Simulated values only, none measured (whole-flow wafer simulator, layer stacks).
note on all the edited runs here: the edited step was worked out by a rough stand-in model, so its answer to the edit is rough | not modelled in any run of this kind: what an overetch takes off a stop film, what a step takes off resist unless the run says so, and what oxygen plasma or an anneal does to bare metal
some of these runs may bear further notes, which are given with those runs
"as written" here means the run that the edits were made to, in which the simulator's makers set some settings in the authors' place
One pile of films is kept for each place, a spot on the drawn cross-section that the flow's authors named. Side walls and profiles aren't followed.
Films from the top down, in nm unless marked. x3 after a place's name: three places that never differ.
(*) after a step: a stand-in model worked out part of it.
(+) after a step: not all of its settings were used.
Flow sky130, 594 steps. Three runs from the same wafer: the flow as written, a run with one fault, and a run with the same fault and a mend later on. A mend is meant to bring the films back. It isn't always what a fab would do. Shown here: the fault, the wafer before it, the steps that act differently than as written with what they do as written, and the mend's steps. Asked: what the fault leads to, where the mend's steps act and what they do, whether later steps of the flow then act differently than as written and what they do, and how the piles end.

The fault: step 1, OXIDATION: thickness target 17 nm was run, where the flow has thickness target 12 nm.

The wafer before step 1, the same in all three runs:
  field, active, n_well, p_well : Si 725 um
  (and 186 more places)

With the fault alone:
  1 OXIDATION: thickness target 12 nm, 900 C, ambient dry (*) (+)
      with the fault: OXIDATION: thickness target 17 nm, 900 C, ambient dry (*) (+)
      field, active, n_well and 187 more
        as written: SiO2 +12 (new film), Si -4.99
        with the fault: SiO2 +17 (new film), Si -7.19
  Later steps of the flow that act differently than as written (122 more steps differ only slightly, by at most 2% or 0.5 nm, whichever is larger, and aren't shown):
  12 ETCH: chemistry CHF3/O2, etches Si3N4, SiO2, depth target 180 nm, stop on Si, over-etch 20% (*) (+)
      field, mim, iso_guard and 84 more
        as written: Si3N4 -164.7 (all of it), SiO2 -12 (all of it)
        with the fault: Si3N4 -164.7 (all of it), SiO2 -15.3
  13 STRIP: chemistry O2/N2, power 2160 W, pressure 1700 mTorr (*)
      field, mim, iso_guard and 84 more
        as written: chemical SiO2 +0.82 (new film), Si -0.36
        with the fault: nothing
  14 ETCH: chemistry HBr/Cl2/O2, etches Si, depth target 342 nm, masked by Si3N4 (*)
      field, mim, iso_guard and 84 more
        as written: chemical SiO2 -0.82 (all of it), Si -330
        with the fault: SiO2 -1.69 (all of it), Si -296.2
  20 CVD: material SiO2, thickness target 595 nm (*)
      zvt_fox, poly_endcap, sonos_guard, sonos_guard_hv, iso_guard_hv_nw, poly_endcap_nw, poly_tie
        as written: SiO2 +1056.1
        with the fault: SiO2 +1027
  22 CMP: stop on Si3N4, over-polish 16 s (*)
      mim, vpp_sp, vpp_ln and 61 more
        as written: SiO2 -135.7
        with the fault: SiO2 -164.8
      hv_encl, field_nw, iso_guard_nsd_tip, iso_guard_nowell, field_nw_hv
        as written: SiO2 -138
        with the fault: SiO2 -167.2
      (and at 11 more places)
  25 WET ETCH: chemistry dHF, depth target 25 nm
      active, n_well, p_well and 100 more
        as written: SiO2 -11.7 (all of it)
        with the fault: SiO2 -16.7 (all of it)
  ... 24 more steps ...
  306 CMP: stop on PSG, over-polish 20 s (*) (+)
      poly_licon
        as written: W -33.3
        with the fault: W -38.4
  At the end the piles differ from the flow's by more than 2% or 0.5 nm, whichever is larger, at field, mim, iso_guard and 88 more.
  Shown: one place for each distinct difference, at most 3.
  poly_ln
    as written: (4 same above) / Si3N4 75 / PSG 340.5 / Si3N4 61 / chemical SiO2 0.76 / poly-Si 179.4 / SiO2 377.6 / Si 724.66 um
    with the fault: (4 same above) / Si3N4 75 / PSG 335.4 / Si3N4 61 / chemical SiO2 0.76 / poly-Si 179.4 / SiO2 348.6 / Si 724.69 um
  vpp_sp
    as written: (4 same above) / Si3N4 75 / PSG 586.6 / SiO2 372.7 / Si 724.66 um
    with the fault: (4 same above) / Si3N4 75 / PSG 581.5 / SiO2 343.7 / Si 724.69 um
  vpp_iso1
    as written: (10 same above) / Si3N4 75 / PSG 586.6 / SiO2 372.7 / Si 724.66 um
    with the fault: (10 same above) / Si3N4 75 / PSG 581.5 / SiO2 343.7 / Si 724.69 um

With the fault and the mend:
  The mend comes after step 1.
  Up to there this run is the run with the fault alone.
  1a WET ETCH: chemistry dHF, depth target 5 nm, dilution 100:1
      field, active, n_well and 187 more
        SiO2 -5
  No later step of the flow acts differently than as written, at any place that is followed, by more than 2% or 0.5 nm, whichever is larger.
  At the end the piles differ from the flow's only slightly at the places that both follow, by at most 2% or 0.5 nm, whichever is larger.
